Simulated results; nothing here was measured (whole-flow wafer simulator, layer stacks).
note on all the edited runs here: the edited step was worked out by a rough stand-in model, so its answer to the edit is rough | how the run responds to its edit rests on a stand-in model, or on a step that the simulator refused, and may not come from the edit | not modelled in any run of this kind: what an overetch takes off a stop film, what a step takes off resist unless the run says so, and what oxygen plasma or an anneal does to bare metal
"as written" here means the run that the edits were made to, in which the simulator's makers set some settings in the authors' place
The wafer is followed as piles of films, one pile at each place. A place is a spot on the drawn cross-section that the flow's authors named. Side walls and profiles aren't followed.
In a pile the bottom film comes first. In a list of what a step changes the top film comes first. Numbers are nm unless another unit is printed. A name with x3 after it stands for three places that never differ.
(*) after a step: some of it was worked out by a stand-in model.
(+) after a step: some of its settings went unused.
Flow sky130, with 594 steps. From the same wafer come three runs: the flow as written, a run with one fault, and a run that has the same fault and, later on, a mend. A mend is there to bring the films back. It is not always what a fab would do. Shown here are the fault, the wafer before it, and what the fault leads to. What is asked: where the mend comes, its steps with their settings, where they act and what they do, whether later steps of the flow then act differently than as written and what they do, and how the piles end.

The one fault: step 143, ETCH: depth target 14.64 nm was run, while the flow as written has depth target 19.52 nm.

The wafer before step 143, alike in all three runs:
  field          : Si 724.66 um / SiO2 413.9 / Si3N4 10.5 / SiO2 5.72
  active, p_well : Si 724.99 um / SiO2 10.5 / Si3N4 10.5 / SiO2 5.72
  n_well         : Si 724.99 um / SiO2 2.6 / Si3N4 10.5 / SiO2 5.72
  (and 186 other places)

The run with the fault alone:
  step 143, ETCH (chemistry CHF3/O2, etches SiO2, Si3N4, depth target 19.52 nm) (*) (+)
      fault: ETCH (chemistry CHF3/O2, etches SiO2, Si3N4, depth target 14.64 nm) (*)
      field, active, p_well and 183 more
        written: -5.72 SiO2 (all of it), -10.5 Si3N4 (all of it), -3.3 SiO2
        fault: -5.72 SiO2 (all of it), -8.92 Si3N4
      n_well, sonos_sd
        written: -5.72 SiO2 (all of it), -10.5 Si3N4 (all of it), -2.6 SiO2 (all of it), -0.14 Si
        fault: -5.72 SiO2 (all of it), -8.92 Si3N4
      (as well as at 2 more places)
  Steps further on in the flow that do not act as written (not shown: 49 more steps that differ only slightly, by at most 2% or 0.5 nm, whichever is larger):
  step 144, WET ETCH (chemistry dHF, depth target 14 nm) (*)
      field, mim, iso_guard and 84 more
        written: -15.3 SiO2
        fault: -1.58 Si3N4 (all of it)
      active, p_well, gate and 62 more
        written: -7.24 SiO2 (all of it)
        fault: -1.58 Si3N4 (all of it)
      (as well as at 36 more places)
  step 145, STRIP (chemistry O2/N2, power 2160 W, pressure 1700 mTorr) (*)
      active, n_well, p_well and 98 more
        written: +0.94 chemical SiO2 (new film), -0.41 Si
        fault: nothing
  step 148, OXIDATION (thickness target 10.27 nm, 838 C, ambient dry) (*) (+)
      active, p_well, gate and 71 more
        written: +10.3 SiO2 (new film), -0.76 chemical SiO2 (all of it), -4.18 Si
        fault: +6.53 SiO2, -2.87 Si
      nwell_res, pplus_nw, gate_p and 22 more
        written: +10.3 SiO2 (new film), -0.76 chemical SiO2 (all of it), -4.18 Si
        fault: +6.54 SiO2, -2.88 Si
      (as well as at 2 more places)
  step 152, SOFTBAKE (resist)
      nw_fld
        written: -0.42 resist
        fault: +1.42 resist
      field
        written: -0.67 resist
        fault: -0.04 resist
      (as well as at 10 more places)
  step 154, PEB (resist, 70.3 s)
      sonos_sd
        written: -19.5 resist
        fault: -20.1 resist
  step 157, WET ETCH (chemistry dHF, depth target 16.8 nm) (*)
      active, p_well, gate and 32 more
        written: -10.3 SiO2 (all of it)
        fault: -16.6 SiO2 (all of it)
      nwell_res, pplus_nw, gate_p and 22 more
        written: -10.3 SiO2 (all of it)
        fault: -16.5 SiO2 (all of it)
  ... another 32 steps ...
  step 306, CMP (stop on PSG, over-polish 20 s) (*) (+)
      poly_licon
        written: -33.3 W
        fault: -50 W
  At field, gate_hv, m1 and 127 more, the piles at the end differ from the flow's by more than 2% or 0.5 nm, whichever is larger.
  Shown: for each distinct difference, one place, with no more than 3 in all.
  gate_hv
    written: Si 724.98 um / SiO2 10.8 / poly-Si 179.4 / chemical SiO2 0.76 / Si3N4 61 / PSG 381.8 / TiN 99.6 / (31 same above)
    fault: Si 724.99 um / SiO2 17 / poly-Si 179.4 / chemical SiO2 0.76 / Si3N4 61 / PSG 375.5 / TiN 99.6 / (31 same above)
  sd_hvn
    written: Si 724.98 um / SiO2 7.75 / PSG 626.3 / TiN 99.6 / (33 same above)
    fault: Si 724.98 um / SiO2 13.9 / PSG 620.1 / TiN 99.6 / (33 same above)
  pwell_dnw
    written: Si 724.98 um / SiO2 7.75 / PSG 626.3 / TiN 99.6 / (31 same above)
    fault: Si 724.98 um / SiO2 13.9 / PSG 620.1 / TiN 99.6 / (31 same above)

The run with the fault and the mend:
  After step 143 comes the mend.
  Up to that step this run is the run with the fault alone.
  step 143a, ETCH (chemistry CHF3/O2, etches SiO2, Si3N4, depth target 4.88 nm) (*) (+) (a further turn of the flow's step 143, with different settings)
      field, active, p_well and 183 more
        -1.58 Si3N4 (all of it), -3.3 SiO2
      n_well, sonos_sd
        -1.58 Si3N4 (all of it), -2.6 SiO2 (all of it), -0.14 Si
      sonos_cell, sonos_cell_x
        -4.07 resist
  Every later step of the flow that is run acts as written, at every place that is followed, to within 2% or 0.5 nm, whichever is larger.
  The piles end the same as the flow's at every place that both follow.
